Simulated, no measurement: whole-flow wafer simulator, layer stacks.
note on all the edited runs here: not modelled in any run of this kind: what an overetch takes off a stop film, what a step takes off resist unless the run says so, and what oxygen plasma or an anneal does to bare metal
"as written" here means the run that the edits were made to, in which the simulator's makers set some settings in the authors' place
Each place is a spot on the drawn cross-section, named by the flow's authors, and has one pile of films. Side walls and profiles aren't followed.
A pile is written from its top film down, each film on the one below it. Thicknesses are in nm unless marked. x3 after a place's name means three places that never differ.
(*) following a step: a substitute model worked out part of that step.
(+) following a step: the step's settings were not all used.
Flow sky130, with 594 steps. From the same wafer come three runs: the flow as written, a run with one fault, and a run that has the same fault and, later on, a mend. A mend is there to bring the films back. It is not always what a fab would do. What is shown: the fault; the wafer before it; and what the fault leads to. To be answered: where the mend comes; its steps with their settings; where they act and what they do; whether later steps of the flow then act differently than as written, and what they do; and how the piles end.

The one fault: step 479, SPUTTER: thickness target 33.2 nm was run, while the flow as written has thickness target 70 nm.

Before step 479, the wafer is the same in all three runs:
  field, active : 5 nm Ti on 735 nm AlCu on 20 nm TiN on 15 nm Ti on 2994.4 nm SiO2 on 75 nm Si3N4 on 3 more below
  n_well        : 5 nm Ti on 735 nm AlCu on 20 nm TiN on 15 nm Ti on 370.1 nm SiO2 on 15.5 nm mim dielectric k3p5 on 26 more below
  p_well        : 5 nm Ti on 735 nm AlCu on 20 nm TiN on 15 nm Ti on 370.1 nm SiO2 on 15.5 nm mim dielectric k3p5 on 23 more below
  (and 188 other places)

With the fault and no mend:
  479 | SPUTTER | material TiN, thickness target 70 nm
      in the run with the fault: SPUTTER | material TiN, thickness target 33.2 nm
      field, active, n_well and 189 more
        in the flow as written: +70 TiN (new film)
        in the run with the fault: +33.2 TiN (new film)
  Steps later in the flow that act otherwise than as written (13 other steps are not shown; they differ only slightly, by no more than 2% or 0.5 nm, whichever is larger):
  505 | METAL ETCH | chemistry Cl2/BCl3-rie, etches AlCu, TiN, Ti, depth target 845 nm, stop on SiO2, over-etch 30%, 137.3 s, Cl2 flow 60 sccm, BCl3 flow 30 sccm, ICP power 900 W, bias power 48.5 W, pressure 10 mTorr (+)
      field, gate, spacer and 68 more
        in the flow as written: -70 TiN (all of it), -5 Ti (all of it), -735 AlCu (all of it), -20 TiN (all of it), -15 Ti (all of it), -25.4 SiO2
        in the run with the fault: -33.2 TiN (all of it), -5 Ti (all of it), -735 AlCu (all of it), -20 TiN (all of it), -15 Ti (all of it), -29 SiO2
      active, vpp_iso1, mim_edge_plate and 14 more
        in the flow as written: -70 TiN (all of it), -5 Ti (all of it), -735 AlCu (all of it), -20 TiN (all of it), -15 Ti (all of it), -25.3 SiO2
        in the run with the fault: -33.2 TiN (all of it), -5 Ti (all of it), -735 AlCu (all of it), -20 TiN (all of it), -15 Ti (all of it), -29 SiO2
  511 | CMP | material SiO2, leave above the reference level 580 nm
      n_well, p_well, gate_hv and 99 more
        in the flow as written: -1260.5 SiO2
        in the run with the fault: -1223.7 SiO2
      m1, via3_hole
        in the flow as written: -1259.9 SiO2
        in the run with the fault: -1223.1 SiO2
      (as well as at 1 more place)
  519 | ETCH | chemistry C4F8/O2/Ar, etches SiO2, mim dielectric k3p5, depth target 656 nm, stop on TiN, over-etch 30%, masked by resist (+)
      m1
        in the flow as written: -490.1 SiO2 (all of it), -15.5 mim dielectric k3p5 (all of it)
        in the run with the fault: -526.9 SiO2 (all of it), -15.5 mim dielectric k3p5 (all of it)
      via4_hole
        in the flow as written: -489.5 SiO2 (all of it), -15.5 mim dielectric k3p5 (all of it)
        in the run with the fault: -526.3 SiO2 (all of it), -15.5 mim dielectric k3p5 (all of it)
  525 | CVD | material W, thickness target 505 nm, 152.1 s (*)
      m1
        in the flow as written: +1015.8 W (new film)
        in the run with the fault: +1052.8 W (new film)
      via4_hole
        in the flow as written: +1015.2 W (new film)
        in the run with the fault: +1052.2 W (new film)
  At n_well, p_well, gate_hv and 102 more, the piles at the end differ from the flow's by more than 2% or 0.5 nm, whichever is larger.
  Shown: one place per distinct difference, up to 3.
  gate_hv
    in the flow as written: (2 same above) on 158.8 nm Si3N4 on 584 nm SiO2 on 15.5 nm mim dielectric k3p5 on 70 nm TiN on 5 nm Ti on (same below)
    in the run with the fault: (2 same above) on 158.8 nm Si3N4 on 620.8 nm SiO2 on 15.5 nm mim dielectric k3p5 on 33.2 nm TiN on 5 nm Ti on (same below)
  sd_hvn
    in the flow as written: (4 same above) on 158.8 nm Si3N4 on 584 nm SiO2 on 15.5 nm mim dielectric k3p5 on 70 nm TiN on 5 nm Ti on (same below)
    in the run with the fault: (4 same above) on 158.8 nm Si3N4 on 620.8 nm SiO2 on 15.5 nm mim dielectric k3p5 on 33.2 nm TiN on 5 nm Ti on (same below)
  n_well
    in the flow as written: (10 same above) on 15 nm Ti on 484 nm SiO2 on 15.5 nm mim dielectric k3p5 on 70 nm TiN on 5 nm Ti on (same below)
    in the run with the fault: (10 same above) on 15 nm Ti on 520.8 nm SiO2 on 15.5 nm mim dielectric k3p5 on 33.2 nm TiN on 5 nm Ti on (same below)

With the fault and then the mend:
  The mend stands after step 479.
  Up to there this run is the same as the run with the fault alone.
  479a | SPUTTER | material TiN, thickness target 36.8 nm (the flow's step 479, run once more with other settings)
      field, active, n_well and 189 more
        +36.8 TiN
  Every later step of the flow that is run acts as written at every place that is followed.
  The piles end the same as the flow's at every place that both follow.
